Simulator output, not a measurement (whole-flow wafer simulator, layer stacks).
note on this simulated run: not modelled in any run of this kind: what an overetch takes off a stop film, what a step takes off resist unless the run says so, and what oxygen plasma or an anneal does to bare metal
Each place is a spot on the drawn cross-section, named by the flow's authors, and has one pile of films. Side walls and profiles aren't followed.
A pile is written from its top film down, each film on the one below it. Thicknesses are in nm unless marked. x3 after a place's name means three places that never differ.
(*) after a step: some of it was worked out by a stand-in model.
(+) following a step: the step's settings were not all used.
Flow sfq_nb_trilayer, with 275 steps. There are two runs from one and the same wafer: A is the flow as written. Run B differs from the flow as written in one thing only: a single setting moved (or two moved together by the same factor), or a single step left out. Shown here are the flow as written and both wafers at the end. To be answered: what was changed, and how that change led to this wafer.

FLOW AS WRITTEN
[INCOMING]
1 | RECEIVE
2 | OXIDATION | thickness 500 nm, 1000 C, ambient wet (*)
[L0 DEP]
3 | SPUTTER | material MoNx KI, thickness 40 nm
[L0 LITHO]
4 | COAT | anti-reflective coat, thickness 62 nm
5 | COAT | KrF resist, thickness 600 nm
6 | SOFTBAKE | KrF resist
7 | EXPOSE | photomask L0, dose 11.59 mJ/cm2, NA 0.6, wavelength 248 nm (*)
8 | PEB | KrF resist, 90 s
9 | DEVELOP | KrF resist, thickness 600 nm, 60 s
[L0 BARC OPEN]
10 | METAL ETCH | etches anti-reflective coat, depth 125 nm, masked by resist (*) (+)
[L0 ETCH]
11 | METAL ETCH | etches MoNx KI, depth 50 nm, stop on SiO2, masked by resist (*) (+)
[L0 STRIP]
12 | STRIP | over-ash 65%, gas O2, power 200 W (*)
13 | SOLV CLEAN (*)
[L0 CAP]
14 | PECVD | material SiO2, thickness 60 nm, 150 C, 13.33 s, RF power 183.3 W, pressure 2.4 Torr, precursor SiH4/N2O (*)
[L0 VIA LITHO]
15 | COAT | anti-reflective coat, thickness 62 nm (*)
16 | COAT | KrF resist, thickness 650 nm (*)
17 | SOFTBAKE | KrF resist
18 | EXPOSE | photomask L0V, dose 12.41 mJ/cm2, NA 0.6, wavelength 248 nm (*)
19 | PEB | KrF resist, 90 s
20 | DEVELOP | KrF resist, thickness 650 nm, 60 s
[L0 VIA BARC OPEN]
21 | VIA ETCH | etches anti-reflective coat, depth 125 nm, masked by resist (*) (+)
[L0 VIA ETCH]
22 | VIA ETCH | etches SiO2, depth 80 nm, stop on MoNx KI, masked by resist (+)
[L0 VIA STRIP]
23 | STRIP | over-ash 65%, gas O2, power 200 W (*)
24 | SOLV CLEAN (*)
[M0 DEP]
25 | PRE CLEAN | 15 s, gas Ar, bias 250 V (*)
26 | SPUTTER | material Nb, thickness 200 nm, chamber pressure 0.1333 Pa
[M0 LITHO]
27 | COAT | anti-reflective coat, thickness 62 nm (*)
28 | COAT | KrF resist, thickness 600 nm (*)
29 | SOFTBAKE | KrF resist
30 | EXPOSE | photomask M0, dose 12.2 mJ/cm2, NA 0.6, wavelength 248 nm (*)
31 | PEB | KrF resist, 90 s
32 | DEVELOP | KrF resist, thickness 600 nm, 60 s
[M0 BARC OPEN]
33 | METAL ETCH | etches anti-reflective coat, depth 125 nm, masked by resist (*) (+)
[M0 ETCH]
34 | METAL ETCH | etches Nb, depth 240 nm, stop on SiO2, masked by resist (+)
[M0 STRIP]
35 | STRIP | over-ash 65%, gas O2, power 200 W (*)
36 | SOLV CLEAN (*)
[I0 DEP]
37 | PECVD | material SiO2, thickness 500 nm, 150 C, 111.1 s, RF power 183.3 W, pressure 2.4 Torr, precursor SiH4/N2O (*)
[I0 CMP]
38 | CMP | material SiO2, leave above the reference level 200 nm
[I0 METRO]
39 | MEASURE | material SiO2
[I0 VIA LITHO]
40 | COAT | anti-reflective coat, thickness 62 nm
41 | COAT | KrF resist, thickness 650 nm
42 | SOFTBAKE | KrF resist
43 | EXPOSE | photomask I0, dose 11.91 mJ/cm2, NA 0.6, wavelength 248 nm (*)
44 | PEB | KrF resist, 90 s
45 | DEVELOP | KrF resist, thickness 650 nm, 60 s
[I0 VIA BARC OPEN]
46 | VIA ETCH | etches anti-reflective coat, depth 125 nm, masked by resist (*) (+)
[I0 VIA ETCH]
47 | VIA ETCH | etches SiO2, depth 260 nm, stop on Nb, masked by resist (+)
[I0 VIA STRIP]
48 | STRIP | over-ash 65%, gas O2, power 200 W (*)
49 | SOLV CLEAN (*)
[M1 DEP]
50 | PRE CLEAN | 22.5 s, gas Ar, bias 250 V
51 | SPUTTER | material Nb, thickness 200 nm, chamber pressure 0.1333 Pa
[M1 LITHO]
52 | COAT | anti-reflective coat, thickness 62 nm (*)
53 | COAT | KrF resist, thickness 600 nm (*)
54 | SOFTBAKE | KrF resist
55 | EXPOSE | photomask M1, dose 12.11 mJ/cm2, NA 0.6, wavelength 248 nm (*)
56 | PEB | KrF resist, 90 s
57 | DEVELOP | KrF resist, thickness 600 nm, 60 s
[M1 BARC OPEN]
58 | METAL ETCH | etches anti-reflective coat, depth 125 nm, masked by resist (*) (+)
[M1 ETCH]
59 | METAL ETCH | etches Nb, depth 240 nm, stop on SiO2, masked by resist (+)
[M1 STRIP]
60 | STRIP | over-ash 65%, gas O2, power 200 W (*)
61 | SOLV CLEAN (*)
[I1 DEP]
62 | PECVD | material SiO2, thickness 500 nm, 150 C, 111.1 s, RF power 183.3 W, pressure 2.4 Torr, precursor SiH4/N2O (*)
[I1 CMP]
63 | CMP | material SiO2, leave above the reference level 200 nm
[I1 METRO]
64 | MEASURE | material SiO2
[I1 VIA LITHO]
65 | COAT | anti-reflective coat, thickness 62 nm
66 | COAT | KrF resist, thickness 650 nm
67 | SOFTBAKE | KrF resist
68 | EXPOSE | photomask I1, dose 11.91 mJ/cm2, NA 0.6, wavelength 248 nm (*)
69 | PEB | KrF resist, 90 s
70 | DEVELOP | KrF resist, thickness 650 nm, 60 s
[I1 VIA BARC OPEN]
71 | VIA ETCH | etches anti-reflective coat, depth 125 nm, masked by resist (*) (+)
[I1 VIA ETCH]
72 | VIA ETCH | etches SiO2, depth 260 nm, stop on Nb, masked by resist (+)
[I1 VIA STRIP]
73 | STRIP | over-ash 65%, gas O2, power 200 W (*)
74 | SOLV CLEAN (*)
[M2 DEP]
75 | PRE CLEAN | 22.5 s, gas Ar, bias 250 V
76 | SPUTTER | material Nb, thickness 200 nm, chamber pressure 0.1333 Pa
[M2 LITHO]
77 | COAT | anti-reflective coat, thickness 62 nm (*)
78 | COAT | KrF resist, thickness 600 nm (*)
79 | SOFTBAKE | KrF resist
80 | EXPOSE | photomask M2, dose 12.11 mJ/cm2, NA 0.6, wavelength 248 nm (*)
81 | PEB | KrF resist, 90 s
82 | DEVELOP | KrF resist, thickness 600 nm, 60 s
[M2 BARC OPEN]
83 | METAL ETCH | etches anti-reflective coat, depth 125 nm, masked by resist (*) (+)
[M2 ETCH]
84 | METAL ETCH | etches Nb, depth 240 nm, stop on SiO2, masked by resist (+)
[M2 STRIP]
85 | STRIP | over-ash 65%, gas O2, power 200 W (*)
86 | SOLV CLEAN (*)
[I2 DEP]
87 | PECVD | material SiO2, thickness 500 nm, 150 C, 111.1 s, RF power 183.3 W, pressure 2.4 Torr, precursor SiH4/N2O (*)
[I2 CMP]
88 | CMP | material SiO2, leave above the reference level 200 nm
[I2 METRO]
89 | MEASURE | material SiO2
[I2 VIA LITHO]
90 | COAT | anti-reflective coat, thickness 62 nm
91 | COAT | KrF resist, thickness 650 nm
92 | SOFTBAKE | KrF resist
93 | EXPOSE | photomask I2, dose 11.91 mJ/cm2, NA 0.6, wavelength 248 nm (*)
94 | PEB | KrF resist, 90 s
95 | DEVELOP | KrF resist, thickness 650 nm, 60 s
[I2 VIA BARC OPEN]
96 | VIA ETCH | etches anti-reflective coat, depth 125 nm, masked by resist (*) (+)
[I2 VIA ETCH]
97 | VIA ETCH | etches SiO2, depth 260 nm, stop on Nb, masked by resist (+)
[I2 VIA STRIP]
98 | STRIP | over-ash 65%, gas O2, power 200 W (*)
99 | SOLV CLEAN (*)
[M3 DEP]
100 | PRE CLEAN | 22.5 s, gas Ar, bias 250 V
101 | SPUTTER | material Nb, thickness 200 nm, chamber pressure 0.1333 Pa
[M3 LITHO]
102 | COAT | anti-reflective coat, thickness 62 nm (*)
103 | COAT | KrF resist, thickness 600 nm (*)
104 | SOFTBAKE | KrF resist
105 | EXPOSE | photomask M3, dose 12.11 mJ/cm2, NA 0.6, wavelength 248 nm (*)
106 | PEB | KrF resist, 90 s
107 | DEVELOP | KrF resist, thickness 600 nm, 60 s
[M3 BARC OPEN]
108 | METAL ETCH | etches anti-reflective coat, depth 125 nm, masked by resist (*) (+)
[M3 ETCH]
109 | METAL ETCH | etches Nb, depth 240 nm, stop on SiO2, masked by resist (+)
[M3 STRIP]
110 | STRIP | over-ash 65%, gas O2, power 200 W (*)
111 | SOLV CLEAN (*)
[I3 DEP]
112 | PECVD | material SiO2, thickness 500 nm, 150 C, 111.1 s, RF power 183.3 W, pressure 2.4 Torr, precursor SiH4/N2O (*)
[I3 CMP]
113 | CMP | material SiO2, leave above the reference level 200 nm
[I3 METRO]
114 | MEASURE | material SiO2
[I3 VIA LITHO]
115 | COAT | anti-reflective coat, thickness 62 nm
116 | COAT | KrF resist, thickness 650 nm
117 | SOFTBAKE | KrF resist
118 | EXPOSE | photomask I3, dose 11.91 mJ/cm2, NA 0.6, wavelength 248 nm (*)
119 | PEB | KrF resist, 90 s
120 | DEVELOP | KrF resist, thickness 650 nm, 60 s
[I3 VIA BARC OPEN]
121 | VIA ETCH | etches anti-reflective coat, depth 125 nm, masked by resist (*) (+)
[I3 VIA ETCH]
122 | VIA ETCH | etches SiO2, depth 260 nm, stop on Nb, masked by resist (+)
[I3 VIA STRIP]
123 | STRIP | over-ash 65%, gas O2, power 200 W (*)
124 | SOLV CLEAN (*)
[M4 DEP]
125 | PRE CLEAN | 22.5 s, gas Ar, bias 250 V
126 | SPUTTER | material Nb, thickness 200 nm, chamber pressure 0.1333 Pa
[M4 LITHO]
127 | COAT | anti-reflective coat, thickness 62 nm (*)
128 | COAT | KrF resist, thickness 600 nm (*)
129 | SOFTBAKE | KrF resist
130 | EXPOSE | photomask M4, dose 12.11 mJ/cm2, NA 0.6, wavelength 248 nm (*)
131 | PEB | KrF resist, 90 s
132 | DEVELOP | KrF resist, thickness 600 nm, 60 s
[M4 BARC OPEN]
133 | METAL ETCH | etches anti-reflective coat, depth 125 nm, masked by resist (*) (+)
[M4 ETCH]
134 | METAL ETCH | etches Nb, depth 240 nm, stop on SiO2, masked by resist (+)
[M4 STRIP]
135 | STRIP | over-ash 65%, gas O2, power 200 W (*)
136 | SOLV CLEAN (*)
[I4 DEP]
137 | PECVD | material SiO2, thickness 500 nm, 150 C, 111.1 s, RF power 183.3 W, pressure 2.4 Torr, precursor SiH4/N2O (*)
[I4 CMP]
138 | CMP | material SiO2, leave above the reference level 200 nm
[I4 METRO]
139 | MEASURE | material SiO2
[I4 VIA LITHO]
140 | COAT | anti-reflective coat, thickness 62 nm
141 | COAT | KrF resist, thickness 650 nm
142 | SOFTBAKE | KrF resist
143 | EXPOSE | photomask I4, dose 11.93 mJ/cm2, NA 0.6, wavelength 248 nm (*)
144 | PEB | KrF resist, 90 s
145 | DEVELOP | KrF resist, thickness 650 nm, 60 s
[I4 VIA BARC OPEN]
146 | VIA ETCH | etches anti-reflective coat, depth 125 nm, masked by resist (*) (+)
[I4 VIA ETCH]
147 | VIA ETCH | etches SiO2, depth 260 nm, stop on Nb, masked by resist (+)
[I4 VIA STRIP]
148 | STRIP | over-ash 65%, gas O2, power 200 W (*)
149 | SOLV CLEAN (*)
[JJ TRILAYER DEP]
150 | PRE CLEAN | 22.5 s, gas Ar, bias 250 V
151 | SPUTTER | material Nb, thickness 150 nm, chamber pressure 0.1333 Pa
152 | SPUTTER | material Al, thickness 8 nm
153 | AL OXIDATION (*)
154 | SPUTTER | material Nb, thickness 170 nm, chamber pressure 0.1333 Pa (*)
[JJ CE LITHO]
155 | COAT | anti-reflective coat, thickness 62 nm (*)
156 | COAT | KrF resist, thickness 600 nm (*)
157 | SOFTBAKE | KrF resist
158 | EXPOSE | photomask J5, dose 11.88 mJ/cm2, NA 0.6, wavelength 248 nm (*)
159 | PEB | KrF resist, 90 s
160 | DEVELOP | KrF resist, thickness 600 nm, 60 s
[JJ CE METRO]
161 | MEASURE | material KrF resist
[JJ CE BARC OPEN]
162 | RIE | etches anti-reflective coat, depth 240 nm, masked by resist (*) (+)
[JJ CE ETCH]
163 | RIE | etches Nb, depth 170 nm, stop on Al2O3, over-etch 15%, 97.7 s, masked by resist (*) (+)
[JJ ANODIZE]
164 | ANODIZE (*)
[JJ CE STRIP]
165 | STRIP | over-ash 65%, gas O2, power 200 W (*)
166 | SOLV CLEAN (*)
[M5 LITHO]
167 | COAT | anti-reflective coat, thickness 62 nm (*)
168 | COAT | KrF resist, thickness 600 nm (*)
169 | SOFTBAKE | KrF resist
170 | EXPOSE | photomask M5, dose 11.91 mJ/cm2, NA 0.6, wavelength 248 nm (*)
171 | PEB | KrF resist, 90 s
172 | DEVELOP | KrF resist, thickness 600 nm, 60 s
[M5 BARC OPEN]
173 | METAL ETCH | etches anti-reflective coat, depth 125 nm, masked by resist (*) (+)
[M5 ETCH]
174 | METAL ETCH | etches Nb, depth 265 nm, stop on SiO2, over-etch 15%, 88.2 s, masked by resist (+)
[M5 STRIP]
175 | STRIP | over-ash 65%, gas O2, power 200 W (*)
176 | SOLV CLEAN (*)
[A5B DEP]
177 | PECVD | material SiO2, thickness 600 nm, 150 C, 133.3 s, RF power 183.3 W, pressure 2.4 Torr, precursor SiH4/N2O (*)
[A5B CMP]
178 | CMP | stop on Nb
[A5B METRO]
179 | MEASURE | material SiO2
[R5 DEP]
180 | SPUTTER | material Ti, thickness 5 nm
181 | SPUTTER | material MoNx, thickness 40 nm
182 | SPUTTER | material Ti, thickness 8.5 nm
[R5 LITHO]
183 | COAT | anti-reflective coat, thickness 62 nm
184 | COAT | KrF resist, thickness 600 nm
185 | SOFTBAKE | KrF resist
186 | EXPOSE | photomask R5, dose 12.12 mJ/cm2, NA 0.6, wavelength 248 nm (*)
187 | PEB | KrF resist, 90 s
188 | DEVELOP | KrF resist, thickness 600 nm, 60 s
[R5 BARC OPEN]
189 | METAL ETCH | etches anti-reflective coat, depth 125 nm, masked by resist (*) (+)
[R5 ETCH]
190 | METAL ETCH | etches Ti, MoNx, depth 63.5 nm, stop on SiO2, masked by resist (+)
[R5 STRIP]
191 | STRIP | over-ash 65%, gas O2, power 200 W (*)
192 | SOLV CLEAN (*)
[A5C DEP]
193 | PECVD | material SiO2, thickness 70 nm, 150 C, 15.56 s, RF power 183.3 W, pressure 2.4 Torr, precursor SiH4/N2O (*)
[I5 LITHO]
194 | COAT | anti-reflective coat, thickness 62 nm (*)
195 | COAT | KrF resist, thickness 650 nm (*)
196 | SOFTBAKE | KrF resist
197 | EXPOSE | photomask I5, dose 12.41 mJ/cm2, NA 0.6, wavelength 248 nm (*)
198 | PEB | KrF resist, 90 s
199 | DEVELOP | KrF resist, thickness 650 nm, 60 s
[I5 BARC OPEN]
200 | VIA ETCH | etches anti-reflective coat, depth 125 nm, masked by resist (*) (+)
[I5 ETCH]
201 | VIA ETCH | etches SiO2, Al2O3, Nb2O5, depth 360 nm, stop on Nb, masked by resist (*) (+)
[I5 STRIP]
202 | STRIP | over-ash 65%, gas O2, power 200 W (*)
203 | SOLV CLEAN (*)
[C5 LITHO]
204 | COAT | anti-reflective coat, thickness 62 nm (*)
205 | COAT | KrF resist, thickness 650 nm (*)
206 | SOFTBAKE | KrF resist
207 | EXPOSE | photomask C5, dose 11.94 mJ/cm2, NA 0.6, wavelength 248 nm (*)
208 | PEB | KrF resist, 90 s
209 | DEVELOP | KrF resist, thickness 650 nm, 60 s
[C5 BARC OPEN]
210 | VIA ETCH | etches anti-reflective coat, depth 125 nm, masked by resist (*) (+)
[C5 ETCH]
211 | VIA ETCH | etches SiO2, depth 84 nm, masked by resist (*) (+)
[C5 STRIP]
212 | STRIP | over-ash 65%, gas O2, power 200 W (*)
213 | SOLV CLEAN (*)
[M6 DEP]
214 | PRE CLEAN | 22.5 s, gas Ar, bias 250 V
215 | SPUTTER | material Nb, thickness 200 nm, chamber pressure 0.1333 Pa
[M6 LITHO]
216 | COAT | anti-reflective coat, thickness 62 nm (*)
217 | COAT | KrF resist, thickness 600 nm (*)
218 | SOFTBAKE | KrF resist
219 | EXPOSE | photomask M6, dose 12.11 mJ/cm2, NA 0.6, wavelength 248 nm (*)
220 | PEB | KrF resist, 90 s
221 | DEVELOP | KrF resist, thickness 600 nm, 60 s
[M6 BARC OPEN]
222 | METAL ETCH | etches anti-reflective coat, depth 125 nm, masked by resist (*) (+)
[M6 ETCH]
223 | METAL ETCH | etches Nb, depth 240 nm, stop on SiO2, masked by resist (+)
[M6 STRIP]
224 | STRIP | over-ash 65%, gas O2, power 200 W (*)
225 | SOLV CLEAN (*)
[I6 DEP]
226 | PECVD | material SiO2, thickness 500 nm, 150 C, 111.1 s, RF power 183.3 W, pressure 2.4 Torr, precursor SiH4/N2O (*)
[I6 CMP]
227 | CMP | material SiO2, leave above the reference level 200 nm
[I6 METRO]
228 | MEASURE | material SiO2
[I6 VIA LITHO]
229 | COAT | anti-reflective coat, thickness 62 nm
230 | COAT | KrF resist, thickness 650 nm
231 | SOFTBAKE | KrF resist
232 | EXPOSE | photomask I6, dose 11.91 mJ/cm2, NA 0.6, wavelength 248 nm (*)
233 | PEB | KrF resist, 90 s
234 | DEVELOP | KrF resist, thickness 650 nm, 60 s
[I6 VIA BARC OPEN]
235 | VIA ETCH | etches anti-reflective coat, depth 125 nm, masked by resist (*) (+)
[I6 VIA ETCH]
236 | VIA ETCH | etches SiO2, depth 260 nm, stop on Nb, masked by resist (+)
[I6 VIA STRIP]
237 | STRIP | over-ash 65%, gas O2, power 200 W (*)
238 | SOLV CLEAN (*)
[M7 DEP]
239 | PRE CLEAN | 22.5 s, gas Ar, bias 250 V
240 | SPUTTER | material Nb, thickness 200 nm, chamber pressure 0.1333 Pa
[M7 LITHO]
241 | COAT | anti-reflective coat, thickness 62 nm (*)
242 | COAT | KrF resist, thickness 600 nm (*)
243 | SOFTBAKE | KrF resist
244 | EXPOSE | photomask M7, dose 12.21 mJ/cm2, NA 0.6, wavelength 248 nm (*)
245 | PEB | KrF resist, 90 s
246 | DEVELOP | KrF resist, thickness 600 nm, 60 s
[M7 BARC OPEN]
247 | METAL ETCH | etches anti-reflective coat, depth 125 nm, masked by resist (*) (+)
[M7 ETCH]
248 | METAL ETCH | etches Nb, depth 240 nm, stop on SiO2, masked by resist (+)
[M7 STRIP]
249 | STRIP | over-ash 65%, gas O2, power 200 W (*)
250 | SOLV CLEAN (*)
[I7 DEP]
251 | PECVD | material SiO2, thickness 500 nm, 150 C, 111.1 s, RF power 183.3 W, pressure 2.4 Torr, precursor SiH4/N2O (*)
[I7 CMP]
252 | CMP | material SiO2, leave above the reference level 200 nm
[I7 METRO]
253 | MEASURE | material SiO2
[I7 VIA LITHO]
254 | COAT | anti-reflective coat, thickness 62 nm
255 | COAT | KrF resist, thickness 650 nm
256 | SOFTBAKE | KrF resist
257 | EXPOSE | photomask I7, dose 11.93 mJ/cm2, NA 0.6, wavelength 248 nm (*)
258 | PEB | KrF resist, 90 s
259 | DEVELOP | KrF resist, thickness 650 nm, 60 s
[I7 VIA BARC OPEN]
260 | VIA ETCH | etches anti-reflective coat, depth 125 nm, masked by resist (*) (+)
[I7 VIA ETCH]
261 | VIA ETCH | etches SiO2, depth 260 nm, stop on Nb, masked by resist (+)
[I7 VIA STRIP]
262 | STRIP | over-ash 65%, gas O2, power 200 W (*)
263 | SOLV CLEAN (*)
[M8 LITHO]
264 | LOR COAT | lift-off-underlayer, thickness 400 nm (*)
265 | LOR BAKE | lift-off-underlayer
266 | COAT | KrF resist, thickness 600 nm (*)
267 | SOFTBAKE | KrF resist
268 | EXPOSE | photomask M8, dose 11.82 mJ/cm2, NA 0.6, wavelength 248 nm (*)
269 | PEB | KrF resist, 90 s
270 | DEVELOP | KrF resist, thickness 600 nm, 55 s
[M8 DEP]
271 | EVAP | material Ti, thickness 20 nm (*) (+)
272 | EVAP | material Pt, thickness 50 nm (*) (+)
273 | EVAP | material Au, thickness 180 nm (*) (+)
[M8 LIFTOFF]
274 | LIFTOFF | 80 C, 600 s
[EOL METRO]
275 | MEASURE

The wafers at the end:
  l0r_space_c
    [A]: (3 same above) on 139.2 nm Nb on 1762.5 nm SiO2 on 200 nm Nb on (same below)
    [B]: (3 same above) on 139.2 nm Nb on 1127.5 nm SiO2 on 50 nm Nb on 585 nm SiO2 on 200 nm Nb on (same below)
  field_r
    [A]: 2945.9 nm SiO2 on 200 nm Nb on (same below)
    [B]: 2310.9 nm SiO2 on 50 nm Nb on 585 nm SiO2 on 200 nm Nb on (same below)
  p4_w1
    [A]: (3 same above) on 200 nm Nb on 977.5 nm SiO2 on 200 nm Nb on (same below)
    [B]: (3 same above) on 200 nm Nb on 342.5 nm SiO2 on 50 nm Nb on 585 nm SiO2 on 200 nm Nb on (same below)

What caused this: step 84, METAL ETCH: depth 150 nm was run, though the flow has depth 240 nm.

The path from the change to this, step by step:
  84 | METAL ETCH | etches Nb, depth 240 nm, stop on SiO2, masked by resist (+)
      field_l, be, be_sur and 81 more: A -200 Nb (all of it) | B -150 Nb
      v_sur, via_wl, via_w and 19 more: A -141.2 KrF resist | B -88.2 KrF resist
  85 | STRIP | over-ash 65%, gas O2, power 200 W (*)
      wl_j_sl, wl_jj, wl_j_sr and 12 more: A -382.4 KrF resist (all of it), -62 anti-reflective coat (all of it) | B -435.3 KrF resist (all of it), -62 anti-reflective coat (all of it)
      v_sur: A -380 KrF resist (all of it), -61.4 anti-reflective coat (all of it) | B -433 KrF resist (all of it), -61.4 anti-reflective coat (all of it)
      (also at 6 further places)
  87 | PECVD | material SiO2, thickness 500 nm, 150 C, 111.1 s, RF power 183.3 W, pressure 2.4 Torr, precursor SiH4/N2O (*)
      field_l, be, be_sur and 81 more: A +500 SiO2 | B +500 SiO2 (new film)
  88 | CMP | material SiO2, leave above the reference level 200 nm
      field_l, be, be_sur and 81 more: A -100 SiO2 | B -150 SiO2
If metal films that touch count as one body, l0r_space_c has 3 bodies (between them, from the top down: SiO2 1127.5; SiO2 585); the flow as written gives 2 bodies (between them, from the top down: SiO2 1762.5).
If metal films that touch count as one body, field_r has 2 bodies (between them, from the top down: SiO2 585); the flow as written gives 1 body.
If metal films that touch count as one body, p4_w1 has 4 bodies (between them, from the top down: SiO2 192.5; SiO2 342.5; SiO2 585); the flow as written gives 3 bodies (between them, from the top down: SiO2 192.5; SiO2 977.5).
